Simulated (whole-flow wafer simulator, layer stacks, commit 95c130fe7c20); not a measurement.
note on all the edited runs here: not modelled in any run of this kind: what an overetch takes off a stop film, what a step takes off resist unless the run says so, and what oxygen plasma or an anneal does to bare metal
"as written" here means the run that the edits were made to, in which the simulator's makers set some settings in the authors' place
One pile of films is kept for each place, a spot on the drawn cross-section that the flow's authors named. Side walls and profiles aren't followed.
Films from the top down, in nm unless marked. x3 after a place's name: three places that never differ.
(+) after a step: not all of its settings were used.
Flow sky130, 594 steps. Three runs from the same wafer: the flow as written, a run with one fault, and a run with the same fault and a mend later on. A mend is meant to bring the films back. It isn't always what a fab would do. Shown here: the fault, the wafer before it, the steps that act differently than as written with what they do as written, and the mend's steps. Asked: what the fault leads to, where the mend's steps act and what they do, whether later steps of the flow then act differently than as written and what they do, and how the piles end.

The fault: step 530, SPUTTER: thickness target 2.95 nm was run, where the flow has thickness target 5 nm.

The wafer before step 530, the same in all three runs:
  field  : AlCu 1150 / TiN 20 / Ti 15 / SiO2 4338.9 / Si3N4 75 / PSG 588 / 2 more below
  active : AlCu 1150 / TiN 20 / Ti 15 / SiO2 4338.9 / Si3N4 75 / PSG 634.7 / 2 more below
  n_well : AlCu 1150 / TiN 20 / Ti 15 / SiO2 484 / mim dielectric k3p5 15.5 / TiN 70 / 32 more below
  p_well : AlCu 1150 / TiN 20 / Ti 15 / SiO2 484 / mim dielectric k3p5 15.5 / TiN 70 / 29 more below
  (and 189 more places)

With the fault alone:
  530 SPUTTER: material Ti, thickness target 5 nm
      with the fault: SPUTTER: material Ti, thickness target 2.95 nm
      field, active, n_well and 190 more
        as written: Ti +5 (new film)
        with the fault: Ti +2.95 (new film)
  Later steps of the flow that act differently than as written (21 more steps differ only slightly, by at most 2% or 0.5 nm, whichever is larger, and aren't shown):
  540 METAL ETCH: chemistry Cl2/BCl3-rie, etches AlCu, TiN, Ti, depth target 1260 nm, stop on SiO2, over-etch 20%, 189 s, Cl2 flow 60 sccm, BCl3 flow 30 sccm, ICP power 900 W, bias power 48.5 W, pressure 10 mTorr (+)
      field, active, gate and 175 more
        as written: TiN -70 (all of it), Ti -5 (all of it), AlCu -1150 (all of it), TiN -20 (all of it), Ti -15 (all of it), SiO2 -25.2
        with the fault: TiN -70 (all of it), Ti -2.95 (all of it), AlCu -1150 (all of it), TiN -20 (all of it), Ti -15 (all of it), SiO2 -25.4
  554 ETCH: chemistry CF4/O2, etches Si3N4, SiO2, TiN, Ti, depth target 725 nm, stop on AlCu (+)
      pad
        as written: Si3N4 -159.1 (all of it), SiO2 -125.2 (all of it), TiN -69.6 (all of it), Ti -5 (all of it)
        with the fault: Si3N4 -159.1 (all of it), SiO2 -125.2 (all of it), TiN -69.6 (all of it), Ti -2.95 (all of it)
  At the end the piles differ from the flow's by more than 2% or 0.5 nm, whichever is larger, at n_well, p_well, sd_n and 11 more.
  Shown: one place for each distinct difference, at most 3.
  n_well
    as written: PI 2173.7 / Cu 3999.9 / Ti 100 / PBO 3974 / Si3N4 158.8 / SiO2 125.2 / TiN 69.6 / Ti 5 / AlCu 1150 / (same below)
    with the fault: PI 2173.9 / Cu 3999.9 / Ti 100 / PBO 3975.5 / Si3N4 158.8 / SiO2 125.2 / TiN 69.6 / Ti 2.95 / AlCu 1150 / (same below)
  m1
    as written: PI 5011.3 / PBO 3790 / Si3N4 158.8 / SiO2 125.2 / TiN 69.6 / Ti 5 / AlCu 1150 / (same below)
    with the fault: PI 5011.4 / PBO 3791.7 / Si3N4 158.8 / SiO2 125.2 / TiN 69.6 / Ti 2.95 / AlCu 1150 / (same below)
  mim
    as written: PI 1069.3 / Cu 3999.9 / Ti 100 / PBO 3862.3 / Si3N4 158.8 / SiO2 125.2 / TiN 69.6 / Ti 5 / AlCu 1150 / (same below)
    with the fault: PI 1069.5 / Cu 3999.9 / Ti 100 / PBO 3863.9 / Si3N4 158.8 / SiO2 125.2 / TiN 69.6 / Ti 2.95 / AlCu 1150 / (same below)

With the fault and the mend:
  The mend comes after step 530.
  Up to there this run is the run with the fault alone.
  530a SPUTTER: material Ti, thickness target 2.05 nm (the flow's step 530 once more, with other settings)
      field, active, n_well and 190 more
        Ti +2.05
  No later step of the flow acts differently than as written at any place that is followed.
  At the end the piles are the same as the flow's at every place that both follow.
